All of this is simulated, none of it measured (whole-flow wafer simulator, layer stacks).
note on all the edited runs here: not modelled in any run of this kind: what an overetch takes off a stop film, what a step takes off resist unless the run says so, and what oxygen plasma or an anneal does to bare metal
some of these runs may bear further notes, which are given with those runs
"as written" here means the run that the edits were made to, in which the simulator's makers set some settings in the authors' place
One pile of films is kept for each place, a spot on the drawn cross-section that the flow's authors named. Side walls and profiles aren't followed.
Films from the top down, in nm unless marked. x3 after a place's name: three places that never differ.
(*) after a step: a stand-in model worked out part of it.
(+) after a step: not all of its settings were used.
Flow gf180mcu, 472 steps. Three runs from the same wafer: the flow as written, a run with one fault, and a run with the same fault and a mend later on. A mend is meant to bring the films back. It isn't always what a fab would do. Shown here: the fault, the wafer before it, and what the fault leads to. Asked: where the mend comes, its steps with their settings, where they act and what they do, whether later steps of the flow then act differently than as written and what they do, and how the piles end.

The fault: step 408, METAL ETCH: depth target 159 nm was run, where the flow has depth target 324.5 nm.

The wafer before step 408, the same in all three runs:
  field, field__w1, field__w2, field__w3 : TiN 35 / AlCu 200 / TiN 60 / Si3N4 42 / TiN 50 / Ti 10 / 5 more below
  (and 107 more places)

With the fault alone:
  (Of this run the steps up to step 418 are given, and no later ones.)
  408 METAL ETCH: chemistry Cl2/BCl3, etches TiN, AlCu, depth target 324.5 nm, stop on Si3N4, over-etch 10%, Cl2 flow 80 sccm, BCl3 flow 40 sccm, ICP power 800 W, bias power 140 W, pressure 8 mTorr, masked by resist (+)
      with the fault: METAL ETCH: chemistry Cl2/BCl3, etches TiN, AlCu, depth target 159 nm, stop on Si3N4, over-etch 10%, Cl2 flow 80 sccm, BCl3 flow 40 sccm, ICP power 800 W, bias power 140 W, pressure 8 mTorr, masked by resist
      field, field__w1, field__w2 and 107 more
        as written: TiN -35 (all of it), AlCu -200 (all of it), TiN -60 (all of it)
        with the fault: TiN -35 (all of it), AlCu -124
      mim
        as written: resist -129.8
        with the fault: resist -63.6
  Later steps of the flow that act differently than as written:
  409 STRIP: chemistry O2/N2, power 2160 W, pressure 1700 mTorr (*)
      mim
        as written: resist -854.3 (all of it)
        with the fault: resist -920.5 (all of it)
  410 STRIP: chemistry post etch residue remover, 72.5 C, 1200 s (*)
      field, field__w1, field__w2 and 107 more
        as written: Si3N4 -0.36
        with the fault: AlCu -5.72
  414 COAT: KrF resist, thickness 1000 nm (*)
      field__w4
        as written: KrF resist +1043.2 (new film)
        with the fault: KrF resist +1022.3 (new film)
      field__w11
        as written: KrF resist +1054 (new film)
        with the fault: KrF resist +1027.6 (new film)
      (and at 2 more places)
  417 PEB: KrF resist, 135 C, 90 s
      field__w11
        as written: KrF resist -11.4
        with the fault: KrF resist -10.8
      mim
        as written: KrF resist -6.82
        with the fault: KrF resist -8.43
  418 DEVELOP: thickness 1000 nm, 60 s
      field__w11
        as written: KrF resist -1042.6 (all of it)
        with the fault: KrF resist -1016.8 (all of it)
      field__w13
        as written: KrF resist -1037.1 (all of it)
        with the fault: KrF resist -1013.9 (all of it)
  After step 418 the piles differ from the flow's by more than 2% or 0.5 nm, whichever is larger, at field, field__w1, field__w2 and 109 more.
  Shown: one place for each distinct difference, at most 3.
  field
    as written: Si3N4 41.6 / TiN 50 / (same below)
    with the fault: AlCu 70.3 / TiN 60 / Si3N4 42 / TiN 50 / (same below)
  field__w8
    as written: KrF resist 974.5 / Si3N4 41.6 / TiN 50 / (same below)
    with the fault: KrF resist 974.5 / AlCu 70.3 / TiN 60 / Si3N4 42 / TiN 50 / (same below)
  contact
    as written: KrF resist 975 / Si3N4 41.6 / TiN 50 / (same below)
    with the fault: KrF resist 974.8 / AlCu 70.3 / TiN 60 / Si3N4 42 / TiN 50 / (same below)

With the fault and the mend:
  The mend comes after step 410.
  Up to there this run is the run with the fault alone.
  410a DEHYDRATE: 200 C, 60 s (the flow's step 401 once more)
      changes no film at any place that is followed
  410b HMDS: 120 C, 60 s (the flow's step 402 once more)
      changes no film at any place that is followed
  410c COAT: resist, thickness 1000 nm (*) (the flow's step 403 once more)
      field__w8, m1__w1, iso_ptap_pw and 39 more
        resist +1000 (new film)
      field_sub__w1, field_sub__w5, n_well and 6 more
        resist +1000.6 (new film)
      field, field_sub__w3, field_sub__w4, ld_sd_p, ld_gate_p, ld_acc_p, ld_fp_p, ld_drift_p
        resist +1000.9 (new film)
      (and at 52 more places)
  410d SOFTBAKE: resist (the flow's step 404 once more)
      field__w9, nplus_u
        resist -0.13
      field__w2
        resist +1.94
      field__w3
        resist +2.04
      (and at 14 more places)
  410e EXPOSE: photomask FuseTop (the flow's step 405 once more)
      changes no film at any place that is followed
  410f PEB: resist, 70.3 s (the flow's step 406 once more)
      field, field__w1, field__w5 and 97 more
        resist -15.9
      field__w2, field__w3, field__w7, field__w12, pplus_u, ppoly_sal
        resist -16
      field__w11, field__w13, ppoly_u, npoly_sal
        resist -16.1
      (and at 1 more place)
  410g DEVELOP: thickness 1000 nm, 60 s (the flow's step 407 once more)
      field__w8, m1__w1, iso_ptap_pw and 39 more
        resist -984.1 (all of it)
      field_sub__w1, field_sub__w5, n_well and 6 more
        resist -984.7 (all of it)
      field__w6, field_sub, ld_sd_n, ld_gate_n, ld_acc_n, ld_fp_n, ld_drift_n, ld_drn_n
        resist -984.9 (all of it)
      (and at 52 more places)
  410h METAL ETCH: chemistry Cl2/BCl3, etches TiN, AlCu, depth target 165.5 nm, stop on Si3N4, over-etch 10%, Cl2 flow 80 sccm, BCl3 flow 40 sccm, ICP power 800 W, bias power 140 W, pressure 8 mTorr, masked by resist (+) (the flow's step 408 once more, with other settings)
      field, field__w1, field__w2 and 107 more
        AlCu -70.3 (all of it), TiN -60 (all of it)
      mim
        resist -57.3
  410i STRIP: chemistry O2/N2, power 2160 W, pressure 1700 mTorr (*) (the flow's step 409 once more)
      mim
        resist -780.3 (all of it)
  410j STRIP: chemistry post etch residue remover, 72.5 C, 1200 s (*) (the flow's step 410 once more)
      field, field__w1, field__w2 and 107 more
        Si3N4 -0.36
      mim
        TiN -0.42
  No later step of the flow acts differently than as written, at any place that is followed, by more than 2% or 0.5 nm, whichever is larger.
  At the end the piles differ from the flow's only slightly at the places that both follow, by at most 2% or 0.5 nm, whichever is larger.
